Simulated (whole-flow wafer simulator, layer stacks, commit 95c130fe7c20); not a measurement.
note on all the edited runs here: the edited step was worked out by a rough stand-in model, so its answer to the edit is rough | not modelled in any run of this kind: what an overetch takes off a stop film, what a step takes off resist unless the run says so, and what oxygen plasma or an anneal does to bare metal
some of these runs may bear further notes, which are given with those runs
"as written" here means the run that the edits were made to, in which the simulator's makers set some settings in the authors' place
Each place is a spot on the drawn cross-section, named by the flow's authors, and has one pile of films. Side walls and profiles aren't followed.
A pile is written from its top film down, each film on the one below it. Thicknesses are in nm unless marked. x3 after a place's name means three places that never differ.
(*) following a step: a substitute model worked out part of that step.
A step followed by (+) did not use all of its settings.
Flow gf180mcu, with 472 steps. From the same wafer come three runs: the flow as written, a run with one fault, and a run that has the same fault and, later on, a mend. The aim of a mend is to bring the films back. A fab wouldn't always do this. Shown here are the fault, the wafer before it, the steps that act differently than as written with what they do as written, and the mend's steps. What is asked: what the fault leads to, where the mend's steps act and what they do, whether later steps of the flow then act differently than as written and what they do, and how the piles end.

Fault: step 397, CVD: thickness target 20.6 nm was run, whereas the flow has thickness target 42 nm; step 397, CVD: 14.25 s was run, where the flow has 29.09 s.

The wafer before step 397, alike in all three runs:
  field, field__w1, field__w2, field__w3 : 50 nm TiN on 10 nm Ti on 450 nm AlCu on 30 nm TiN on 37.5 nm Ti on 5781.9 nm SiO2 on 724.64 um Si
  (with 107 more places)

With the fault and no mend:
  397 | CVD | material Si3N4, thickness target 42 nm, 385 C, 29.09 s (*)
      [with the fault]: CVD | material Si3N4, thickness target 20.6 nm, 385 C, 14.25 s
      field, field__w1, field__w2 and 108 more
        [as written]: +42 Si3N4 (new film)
        [with the fault]: +20.6 Si3N4 (new film)
  Steps later in the flow that act otherwise than as written (not shown: 4 more steps that differ only slightly, by at most 2% or 0.5 nm, whichever is larger):
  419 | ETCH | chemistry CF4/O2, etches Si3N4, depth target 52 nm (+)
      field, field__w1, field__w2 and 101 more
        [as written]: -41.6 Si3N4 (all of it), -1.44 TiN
        [with the fault]: -20.3 Si3N4 (all of it), -1.41 TiN
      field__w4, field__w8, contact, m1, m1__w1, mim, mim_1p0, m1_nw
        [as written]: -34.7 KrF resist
        [with the fault]: -20.3 KrF resist
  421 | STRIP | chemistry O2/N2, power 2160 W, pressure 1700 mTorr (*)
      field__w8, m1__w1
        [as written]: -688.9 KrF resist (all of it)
        [with the fault]: -703.3 KrF resist (all of it)
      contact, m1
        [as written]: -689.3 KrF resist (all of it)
        [with the fault]: -703.7 KrF resist (all of it)
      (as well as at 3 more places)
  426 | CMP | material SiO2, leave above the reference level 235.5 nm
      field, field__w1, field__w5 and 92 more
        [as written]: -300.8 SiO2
        [with the fault]: -322.2 SiO2
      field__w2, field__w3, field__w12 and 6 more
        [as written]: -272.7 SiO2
        [with the fault]: -295 SiO2
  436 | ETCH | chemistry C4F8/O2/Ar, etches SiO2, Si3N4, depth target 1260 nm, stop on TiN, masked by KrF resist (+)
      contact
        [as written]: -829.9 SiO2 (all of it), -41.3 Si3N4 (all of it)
        [with the fault]: -829.9 SiO2 (all of it), -19.9 Si3N4 (all of it)
  By the end, the piles at field__w4, field__w8, contact, m1, m1__w1, mim, mim_1p0, m1_nw depart from the flow's by more than 2% or 0.5 nm, whichever is larger.
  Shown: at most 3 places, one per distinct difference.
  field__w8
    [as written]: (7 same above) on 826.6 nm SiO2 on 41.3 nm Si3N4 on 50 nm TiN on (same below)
    [with the fault]: (7 same above) on 826.6 nm SiO2 on 19.9 nm Si3N4 on 50 nm TiN on (same below)
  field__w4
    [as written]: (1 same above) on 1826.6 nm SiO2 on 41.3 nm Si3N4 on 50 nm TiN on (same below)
    [with the fault]: (1 same above) on 1826.6 nm SiO2 on 19.9 nm Si3N4 on 50 nm TiN on (same below)
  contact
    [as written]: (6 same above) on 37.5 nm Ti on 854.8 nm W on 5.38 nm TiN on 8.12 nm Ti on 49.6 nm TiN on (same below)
    [with the fault]: (6 same above) on 37.5 nm Ti on 833.2 nm W on 5.45 nm TiN on 8.22 nm Ti on 49.6 nm TiN on (same below)

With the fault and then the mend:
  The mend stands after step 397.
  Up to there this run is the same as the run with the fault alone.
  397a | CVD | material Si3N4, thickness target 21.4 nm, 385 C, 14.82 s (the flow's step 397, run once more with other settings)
      field, field__w1, field__w2 and 108 more
        +21.4 Si3N4
  Later steps of the flow that are run all act as written at every place that is followed, up to a difference of at most 2% or 0.5 nm, whichever is larger.
  At the end the piles are close to the flow's at the places that both follow, differing by at most 2% or 0.5 nm, whichever is larger.
